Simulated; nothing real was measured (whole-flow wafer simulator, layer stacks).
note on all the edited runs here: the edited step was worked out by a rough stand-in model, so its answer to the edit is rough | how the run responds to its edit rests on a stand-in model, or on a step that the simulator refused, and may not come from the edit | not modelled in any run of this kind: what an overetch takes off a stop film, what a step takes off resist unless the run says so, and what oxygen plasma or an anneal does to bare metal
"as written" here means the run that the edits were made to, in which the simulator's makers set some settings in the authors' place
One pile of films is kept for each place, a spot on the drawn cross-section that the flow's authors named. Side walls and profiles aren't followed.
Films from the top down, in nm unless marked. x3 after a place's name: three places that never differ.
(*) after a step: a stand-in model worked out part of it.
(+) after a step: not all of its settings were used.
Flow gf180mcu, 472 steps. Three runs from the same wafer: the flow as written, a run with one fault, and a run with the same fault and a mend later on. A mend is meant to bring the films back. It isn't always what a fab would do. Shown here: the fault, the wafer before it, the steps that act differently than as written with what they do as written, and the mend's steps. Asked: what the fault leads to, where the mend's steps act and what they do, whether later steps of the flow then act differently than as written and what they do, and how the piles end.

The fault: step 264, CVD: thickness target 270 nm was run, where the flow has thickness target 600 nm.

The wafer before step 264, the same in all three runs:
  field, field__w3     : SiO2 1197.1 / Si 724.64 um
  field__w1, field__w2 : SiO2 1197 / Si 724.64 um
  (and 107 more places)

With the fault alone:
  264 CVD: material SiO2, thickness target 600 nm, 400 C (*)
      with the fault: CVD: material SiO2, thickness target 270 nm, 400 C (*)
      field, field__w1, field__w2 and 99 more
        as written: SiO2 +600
        with the fault: SiO2 +270
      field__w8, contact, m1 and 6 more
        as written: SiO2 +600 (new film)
        with the fault: SiO2 +270 (new film)
  Later steps of the flow that act differently than as written (9 more steps differ only slightly, by at most 2% or 0.5 nm, whichever is larger, and aren't shown):
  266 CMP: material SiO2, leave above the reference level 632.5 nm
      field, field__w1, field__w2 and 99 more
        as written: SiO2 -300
        with the fault: nothing
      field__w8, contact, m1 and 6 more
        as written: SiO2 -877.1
        with the fault: SiO2 -547.1
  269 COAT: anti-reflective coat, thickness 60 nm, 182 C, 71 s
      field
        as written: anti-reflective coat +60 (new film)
        with the fault: anti-reflective coat +71.8 (new film)
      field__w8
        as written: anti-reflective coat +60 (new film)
        with the fault: anti-reflective coat +42.8 (new film)
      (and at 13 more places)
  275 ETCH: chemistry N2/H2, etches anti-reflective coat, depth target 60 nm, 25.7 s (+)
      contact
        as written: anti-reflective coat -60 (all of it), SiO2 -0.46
        with the fault: anti-reflective coat -43.3 (all of it), SiO2 -0.89
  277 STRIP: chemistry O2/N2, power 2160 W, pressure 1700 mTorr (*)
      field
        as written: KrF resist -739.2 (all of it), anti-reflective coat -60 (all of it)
        with the fault: KrF resist -733.1 (all of it), anti-reflective coat -71.8 (all of it)
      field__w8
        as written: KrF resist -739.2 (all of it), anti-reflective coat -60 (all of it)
        with the fault: KrF resist -736.4 (all of it), anti-reflective coat -42.8 (all of it)
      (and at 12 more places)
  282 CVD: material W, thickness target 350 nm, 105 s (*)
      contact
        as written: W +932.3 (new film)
        with the fault: W +902 (new film)
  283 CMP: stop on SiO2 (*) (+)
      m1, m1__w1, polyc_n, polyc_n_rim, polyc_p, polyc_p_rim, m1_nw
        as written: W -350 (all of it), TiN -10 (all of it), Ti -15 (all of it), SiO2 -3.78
        with the fault: W -350 (all of it), TiN -10 (all of it), Ti -15 (all of it), SiO2 -5.01
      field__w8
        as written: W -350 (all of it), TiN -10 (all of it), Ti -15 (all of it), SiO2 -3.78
        with the fault: W -350 (all of it), TiN -10 (all of it), Ti -15 (all of it), SiO2 -5.02
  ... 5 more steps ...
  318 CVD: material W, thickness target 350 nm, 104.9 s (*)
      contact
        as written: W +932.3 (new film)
        with the fault: W +961.3 (new film)
  At the end the piles differ from the flow's by more than 2% or 0.5 nm, whichever is larger, at contact.
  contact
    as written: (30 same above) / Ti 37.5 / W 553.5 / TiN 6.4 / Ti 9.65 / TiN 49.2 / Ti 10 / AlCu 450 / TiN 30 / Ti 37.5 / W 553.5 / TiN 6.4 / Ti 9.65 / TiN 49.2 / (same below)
    with the fault: (30 same above) / Ti 37.5 / W 582.6 / TiN 6.3 / Ti 9.49 / TiN 49.2 / Ti 10 / AlCu 450 / TiN 30 / Ti 37.5 / W 523.2 / TiN 6.52 / Ti 9.82 / TiN 49.2 / (same below)

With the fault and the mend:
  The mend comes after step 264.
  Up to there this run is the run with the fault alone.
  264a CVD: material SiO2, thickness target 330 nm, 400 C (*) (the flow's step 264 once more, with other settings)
      field, field__w1, field__w2 and 108 more
        SiO2 +330
  No later step of the flow acts differently than as written at any place that is followed.
  At the end the piles are the same as the flow's at every place that both follow.
